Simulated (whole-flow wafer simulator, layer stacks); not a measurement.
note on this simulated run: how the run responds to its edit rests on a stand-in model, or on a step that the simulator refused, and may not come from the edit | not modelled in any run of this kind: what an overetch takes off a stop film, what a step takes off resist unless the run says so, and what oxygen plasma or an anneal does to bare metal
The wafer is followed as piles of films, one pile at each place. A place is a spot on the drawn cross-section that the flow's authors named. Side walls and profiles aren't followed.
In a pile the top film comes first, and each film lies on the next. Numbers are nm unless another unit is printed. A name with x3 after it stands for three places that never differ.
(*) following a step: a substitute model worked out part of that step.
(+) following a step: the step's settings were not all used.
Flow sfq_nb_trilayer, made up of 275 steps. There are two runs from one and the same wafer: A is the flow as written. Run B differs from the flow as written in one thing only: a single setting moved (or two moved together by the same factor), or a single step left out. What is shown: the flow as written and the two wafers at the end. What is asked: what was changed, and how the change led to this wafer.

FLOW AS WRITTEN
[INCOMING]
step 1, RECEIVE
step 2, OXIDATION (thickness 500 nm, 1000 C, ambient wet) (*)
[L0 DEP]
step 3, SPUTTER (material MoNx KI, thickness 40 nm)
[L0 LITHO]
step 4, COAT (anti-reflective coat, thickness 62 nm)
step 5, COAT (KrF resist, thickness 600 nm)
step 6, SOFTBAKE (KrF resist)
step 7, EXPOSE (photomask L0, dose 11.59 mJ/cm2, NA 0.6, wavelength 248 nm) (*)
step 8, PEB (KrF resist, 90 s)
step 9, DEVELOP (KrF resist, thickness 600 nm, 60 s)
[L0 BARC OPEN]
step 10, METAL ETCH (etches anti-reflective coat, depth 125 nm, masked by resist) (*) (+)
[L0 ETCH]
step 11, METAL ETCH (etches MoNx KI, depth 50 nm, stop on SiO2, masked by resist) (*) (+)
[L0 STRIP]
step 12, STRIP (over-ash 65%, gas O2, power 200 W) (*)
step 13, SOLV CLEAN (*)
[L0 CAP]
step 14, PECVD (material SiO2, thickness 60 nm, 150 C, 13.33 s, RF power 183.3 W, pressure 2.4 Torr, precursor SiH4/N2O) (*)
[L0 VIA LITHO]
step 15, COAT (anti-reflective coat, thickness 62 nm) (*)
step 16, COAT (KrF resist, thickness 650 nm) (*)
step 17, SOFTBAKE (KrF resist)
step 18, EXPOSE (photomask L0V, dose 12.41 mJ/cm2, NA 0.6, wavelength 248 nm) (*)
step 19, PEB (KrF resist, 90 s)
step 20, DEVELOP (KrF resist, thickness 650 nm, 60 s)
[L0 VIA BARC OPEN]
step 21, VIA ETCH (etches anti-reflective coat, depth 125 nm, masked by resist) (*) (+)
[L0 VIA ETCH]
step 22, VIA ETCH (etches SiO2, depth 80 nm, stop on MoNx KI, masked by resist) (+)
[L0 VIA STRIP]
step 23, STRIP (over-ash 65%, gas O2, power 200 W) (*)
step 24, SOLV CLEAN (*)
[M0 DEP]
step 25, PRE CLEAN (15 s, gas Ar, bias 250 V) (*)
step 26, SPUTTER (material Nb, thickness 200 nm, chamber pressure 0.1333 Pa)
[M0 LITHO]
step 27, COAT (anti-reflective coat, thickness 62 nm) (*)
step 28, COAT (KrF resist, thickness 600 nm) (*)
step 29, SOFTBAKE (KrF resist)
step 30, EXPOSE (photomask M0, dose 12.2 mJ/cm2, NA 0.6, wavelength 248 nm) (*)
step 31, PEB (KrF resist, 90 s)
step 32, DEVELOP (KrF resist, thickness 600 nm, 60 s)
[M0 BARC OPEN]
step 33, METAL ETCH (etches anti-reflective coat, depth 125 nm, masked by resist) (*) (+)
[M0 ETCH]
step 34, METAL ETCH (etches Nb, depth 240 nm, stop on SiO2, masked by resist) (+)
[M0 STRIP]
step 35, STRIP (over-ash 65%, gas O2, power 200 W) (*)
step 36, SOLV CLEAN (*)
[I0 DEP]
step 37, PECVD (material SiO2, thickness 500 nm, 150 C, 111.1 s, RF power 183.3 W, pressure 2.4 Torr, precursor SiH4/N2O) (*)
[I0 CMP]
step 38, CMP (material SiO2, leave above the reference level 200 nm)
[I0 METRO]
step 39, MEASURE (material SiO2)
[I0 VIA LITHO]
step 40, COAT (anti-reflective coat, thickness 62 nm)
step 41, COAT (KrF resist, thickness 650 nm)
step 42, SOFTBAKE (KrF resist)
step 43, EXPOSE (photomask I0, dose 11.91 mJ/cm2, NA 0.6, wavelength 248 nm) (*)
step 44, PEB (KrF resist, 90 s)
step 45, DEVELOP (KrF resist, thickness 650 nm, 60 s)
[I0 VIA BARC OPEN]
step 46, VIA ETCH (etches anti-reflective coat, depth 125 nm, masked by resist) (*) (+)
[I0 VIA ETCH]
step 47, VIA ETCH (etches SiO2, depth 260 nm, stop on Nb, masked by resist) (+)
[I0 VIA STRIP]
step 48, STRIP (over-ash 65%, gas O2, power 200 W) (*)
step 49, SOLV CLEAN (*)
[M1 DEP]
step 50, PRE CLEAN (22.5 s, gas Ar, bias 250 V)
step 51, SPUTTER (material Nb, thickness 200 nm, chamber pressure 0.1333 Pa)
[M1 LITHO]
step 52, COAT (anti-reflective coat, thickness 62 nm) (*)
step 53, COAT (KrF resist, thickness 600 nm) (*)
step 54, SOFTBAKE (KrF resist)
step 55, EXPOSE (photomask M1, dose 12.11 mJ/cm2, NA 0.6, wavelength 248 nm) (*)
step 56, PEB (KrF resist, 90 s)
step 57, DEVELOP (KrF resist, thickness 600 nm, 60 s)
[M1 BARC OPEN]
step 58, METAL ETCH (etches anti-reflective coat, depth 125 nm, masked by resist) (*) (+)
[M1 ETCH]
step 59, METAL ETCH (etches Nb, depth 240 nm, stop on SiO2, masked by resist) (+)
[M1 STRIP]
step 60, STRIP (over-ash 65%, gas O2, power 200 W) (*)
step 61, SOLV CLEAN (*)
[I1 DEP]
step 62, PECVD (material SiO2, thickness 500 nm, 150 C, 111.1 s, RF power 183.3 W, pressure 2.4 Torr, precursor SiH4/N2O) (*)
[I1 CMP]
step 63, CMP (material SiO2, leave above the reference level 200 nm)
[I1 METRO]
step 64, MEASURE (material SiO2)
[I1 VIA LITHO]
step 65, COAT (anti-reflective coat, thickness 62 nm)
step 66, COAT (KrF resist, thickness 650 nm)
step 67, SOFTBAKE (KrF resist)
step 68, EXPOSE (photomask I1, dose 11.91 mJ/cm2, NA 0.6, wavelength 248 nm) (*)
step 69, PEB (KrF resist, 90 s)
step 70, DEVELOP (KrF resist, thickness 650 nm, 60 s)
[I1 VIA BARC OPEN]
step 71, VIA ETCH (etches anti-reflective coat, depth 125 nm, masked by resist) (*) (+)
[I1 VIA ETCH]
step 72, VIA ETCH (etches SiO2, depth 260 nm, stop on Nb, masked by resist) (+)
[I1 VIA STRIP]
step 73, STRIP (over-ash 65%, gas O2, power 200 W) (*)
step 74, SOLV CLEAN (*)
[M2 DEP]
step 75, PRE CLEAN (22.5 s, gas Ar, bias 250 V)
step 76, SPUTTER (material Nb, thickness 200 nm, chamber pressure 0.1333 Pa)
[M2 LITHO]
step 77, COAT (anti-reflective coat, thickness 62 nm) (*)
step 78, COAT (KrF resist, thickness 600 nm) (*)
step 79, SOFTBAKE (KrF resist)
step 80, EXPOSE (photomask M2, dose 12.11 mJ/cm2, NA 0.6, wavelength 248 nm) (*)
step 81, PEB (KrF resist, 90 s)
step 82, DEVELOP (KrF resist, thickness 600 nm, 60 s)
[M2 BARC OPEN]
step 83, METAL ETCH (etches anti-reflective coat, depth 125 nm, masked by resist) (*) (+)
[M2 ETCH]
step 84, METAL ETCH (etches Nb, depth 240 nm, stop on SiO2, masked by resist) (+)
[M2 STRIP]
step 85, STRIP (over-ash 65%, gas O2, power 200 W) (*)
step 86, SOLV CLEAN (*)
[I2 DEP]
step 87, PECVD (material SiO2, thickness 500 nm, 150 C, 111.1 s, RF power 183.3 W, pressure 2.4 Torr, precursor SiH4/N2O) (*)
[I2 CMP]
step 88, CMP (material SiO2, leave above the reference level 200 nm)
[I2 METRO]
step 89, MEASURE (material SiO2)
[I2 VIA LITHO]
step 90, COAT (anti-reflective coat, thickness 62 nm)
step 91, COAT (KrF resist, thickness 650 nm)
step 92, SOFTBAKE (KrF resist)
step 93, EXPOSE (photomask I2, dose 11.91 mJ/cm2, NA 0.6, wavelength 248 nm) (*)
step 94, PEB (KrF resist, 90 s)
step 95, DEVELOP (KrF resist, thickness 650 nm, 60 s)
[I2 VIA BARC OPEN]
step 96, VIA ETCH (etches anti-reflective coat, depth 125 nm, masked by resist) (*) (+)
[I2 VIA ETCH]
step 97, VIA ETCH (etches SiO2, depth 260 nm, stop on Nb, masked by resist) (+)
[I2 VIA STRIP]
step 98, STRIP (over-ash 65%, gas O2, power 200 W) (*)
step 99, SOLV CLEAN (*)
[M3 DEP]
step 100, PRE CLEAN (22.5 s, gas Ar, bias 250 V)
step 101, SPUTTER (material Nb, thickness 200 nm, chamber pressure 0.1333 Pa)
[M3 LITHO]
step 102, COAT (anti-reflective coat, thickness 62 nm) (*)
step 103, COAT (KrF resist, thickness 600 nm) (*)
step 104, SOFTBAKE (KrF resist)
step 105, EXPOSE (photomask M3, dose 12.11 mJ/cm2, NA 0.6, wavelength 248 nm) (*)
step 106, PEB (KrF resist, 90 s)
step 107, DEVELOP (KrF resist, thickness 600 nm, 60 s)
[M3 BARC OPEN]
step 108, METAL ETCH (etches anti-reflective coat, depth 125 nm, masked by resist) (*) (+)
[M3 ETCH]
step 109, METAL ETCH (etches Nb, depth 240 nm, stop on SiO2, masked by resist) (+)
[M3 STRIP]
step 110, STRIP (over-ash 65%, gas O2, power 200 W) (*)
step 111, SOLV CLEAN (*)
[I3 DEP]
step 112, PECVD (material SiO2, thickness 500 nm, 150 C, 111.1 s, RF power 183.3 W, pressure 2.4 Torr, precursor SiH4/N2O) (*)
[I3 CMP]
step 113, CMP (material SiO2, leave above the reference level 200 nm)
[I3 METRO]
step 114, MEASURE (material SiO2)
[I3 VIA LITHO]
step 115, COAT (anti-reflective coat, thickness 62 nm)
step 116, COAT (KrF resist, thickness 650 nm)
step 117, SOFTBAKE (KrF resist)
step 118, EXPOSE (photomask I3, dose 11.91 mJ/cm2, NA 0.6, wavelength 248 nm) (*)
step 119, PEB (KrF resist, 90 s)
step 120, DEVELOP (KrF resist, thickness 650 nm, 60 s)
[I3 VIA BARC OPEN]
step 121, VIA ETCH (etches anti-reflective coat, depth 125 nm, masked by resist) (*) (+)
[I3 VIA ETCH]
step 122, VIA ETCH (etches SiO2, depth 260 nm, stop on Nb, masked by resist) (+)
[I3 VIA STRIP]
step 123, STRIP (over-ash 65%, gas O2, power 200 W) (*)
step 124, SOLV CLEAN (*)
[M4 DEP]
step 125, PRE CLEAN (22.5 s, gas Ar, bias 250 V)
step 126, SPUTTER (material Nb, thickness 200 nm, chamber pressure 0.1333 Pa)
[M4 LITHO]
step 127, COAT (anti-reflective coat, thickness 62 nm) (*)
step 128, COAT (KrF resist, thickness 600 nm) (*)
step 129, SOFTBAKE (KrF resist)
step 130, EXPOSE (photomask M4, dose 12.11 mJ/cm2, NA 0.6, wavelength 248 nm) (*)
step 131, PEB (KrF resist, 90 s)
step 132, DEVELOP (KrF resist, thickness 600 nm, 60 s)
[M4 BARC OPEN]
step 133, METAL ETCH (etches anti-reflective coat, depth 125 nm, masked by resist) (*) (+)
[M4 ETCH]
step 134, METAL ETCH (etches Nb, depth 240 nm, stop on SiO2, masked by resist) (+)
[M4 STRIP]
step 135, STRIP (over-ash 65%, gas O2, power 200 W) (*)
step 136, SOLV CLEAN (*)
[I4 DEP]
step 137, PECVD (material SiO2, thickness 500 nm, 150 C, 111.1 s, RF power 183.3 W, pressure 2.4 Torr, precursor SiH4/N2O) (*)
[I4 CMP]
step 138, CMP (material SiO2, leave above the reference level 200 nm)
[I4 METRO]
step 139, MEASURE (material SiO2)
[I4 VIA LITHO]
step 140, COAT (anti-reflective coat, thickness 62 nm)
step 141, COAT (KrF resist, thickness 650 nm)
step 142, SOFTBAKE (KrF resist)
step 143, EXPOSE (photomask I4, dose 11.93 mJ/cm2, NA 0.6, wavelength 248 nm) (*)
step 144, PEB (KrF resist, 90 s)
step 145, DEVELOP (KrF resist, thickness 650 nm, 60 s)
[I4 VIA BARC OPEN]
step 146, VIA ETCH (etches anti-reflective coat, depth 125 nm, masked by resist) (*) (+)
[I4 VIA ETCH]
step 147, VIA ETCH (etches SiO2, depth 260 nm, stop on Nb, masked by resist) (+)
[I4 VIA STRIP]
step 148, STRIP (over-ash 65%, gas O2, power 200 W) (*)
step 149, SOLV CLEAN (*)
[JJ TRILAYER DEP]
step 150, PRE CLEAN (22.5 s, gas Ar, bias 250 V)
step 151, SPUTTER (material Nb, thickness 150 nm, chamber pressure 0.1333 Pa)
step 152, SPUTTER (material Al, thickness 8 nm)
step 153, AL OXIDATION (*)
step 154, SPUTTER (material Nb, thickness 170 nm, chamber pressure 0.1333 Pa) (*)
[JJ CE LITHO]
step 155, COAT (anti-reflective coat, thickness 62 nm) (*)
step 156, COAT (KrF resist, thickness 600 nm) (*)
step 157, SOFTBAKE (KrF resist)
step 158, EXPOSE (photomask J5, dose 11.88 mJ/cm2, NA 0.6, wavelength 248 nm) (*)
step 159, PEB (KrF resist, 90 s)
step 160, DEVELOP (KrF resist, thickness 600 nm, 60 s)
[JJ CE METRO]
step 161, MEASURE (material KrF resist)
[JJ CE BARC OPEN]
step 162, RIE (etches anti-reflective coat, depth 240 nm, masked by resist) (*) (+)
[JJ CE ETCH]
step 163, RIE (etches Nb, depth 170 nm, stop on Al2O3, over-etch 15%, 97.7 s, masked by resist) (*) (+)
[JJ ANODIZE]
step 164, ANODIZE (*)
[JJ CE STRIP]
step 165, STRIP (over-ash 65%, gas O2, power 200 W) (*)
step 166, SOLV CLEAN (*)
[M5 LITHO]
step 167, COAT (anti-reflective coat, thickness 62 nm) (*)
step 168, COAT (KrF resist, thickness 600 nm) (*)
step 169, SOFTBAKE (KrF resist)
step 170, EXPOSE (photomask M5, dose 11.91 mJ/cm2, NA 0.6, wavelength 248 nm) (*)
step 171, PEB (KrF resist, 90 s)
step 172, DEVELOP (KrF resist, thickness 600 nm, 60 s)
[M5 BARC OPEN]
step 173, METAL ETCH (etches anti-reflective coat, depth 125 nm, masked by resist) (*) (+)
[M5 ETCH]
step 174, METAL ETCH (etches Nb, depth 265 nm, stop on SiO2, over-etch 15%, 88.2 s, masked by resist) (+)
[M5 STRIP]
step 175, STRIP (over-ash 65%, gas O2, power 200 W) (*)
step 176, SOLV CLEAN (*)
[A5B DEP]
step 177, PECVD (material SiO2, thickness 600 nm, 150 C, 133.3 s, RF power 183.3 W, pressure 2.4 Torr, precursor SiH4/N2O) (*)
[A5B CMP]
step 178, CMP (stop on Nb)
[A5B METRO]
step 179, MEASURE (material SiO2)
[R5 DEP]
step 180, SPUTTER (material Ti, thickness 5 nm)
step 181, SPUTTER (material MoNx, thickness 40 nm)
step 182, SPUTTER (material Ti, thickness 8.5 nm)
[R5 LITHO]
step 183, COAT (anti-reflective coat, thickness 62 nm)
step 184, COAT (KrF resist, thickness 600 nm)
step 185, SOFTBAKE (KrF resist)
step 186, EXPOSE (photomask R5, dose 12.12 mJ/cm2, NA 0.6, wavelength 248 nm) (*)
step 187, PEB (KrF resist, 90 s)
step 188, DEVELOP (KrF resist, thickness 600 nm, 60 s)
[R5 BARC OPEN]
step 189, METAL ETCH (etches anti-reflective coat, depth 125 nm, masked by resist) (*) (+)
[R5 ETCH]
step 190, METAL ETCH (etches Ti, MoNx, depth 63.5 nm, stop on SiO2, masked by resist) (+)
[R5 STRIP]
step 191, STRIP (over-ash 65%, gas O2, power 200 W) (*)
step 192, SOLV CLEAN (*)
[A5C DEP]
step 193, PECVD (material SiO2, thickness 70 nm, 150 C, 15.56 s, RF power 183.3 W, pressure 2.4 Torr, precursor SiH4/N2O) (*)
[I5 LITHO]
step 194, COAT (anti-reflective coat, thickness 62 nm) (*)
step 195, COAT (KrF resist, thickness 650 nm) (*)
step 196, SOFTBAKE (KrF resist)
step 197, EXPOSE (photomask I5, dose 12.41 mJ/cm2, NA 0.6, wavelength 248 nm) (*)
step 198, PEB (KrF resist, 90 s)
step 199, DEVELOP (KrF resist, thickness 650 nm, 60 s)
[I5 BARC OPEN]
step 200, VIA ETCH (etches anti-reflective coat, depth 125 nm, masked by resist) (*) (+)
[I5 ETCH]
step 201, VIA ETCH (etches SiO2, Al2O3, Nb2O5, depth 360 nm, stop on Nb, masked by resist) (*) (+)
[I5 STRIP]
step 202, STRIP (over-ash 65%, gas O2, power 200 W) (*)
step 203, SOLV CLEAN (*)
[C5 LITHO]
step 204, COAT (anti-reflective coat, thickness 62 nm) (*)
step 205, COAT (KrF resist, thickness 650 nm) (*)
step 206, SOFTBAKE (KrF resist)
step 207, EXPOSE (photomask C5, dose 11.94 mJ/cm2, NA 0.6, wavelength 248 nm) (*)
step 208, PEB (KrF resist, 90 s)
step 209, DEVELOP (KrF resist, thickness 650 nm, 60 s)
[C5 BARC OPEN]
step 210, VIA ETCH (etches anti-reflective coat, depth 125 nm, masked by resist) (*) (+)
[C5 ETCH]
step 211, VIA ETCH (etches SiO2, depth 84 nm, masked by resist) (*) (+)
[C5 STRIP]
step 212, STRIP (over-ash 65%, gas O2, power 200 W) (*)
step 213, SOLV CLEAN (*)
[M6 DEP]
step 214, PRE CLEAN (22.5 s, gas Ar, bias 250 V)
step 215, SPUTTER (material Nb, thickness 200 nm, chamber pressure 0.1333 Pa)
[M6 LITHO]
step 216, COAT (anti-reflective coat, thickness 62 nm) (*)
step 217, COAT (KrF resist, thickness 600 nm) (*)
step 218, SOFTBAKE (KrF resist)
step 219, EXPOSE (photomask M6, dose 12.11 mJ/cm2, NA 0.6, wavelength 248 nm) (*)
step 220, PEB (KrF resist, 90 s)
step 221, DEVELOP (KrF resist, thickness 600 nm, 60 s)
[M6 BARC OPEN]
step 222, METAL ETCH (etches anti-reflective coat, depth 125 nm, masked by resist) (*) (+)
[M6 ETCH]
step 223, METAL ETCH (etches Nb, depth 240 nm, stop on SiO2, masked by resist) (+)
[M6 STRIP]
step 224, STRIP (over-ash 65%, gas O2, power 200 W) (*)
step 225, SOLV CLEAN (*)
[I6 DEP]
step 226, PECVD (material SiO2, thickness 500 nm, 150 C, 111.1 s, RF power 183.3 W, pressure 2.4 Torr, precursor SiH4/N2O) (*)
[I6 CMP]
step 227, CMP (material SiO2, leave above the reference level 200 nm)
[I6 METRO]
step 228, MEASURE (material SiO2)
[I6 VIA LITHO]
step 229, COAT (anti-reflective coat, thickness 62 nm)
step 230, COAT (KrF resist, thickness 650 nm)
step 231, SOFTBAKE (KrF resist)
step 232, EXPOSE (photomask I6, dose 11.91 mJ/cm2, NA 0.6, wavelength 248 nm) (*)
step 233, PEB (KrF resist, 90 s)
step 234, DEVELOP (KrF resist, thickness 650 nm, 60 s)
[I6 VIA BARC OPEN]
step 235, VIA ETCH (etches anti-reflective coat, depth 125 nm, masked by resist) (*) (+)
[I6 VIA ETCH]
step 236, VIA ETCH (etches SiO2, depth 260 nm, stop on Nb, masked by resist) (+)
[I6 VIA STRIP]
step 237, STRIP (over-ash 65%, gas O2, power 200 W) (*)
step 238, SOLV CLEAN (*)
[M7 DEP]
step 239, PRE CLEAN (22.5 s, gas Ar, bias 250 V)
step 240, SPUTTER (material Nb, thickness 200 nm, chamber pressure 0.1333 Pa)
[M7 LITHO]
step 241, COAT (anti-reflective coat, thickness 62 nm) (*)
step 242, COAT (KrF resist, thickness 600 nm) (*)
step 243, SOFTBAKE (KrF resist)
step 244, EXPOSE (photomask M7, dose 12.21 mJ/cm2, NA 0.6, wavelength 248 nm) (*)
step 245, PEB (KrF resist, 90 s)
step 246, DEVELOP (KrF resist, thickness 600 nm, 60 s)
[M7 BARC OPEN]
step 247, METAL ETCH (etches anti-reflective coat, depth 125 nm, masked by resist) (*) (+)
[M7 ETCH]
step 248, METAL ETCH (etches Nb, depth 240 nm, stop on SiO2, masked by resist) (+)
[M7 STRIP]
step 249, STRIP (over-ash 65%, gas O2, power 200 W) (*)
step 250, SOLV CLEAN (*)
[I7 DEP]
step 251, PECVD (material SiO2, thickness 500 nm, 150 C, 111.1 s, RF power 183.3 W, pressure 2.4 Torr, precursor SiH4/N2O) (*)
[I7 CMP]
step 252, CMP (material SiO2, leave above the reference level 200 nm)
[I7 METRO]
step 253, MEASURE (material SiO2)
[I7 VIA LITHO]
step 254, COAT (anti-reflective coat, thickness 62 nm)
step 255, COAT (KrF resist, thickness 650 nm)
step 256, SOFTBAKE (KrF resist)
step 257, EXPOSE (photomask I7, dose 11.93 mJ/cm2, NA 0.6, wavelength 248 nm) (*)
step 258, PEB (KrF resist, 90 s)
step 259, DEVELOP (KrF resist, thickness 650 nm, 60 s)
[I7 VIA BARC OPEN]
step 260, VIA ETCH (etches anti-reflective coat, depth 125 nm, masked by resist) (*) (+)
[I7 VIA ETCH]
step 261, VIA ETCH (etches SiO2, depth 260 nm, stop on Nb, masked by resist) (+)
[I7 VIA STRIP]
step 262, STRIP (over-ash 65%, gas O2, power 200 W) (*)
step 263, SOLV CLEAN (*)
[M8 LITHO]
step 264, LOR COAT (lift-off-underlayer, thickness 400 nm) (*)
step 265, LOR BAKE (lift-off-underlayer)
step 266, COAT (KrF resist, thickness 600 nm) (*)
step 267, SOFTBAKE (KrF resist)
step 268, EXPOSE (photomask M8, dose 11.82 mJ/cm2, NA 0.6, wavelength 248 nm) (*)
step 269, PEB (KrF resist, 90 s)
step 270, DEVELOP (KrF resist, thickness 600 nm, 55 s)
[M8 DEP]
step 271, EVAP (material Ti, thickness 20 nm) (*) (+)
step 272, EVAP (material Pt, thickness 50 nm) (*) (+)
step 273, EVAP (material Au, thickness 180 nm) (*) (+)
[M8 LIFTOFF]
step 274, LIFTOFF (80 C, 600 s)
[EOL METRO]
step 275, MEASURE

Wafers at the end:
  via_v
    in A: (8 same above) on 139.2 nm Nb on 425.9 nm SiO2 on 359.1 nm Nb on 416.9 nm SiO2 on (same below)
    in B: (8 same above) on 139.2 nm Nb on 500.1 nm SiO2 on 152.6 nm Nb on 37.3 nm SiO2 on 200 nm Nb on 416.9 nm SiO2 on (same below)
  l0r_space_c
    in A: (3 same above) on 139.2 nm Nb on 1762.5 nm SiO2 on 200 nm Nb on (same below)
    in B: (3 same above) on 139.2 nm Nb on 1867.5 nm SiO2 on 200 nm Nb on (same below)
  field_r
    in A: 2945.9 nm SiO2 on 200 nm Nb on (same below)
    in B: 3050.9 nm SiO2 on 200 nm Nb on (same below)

The reason: step 113, CMP: leave above the reference level 305 nm was run, though the flow has leave above the reference level 200 nm.

The path from the change to this, step by step:
  step 113, CMP (material SiO2, leave above the reference level 200 nm)
      field_l, be, be_sur and 64 more: A SiO2 loses 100 | B nothing
      v_sur, via_wl, via_wr and 27 more: A SiO2 loses 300 | B SiO2 loses 195
      (as well as at 9 more places)
  step 115, COAT (anti-reflective coat, thickness 62 nm)
      m5r_linepad_l, m5r_linepad_r: A anti-reflective coat gains 62 (new film) | B anti-reflective coat gains 64 (new film)
      r5r_spacepad_l, r5r_spacepad_r: A anti-reflective coat gains 62 (new film) | B anti-reflective coat gains 64.1 (new film)
      (as well as at 2 more places)
  step 122, VIA ETCH (etches SiO2, depth 260 nm, stop on Nb, masked by resist) (+)
      via_v: A SiO2 loses 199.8 (all of it) | B SiO2 loses 260
  step 123, STRIP (over-ash 65%, gas O2, power 200 W) (*)
      m5r_linepad_l, m5r_linepad_r: A KrF resist loses 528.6 (all of it), anti-reflective coat loses 62 (all of it) | B KrF resist loses 528 (all of it), anti-reflective coat loses 64 (all of it)
      r5r_spacepad_l, r5r_spacepad_r: A KrF resist loses 528.6 (all of it), anti-reflective coat loses 62 (all of it) | B KrF resist loses 528.2 (all of it), anti-reflective coat loses 64.1 (all of it)
      (as well as at 2 more places)
  step 125, PRE CLEAN (22.5 s, gas Ar, bias 250 V)
      via_v: A Nb loses 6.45 | B SiO2 loses 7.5
  step 126, SPUTTER (material Nb, thickness 200 nm, chamber pressure 0.1333 Pa)
      via_v: A Nb gains 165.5 | B Nb gains 152.6 (new film)
  step 127, COAT (anti-reflective coat, thickness 62 nm) (*)
      m5r_linepad_l, m5r_linepad_r: A anti-reflective coat gains 62 (new film) | B anti-reflective coat gains 63.8 (new film)
      r5r_spacepad_l, r5r_spacepad_r: A anti-reflective coat gains 62 (new film) | B anti-reflective coat gains 63.9 (new film)
      (as well as at 6 more places)
  step 128, COAT (KrF resist, thickness 600 nm) (*)
      via_v: A KrF resist gains 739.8 (new film) | B KrF resist gains 796.1 (new film)
  step 133, METAL ETCH (etches anti-reflective coat, depth 125 nm, masked by resist) (*) (+)
      m5r_linepad_l, m5r_linepad_r: A anti-reflective coat loses 62 (all of it) | B anti-reflective coat loses 63.8 (all of it)
      r5r_spacepad_l, r5r_spacepad_r: A anti-reflective coat loses 62 (all of it) | B anti-reflective coat loses 63.9 (all of it)
      (as well as at 2 more places)
  step 135, STRIP (over-ash 65%, gas O2, power 200 W) (*)
      v_sur: A KrF resist loses 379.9 (all of it), anti-reflective coat loses 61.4 (all of it) | B KrF resist loses 377.4 (all of it), anti-reflective coat loses 59.6 (all of it)
      via_sp: A KrF resist loses 373.9 (all of it), anti-reflective coat loses 53 (all of it) | B KrF resist loses 368.2 (all of it), anti-reflective coat loses 49.7 (all of it)
      (as well as at 2 more places)
  step 137, PECVD (material SiO2, thickness 500 nm, 150 C, 111.1 s, RF power 183.3 W, pressure 2.4 Torr, precursor SiH4/N2O) (*)
      via_v: A SiO2 gains 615 (new film) | B SiO2 gains 664.6 (new film)
  step 138, CMP (material SiO2, leave above the reference level 200 nm)
      field_l, be, be_sur and 55 more: A SiO2 loses 100 | B SiO2 loses 95
      lsp_r, l0_sur, l0v: A SiO2 loses 91.9 | B SiO2 loses 86.9
      (as well as at 1 more place)
With metal films that touch counted as one body, via_v has 7 bodies (between them, from the top down: SiO2 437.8; SiO2 209 / Al2O3 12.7 / Nb2O5 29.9; SiO2 500.1; SiO2 37.3; SiO2 416.9; SiO2 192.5); the flow as written gives 6 bodies (between them, from the top down: SiO2 437.8; SiO2 209 / Al2O3 12.7 / Nb2O5 29.9; SiO2 425.9; SiO2 416.9; SiO2 192.5).
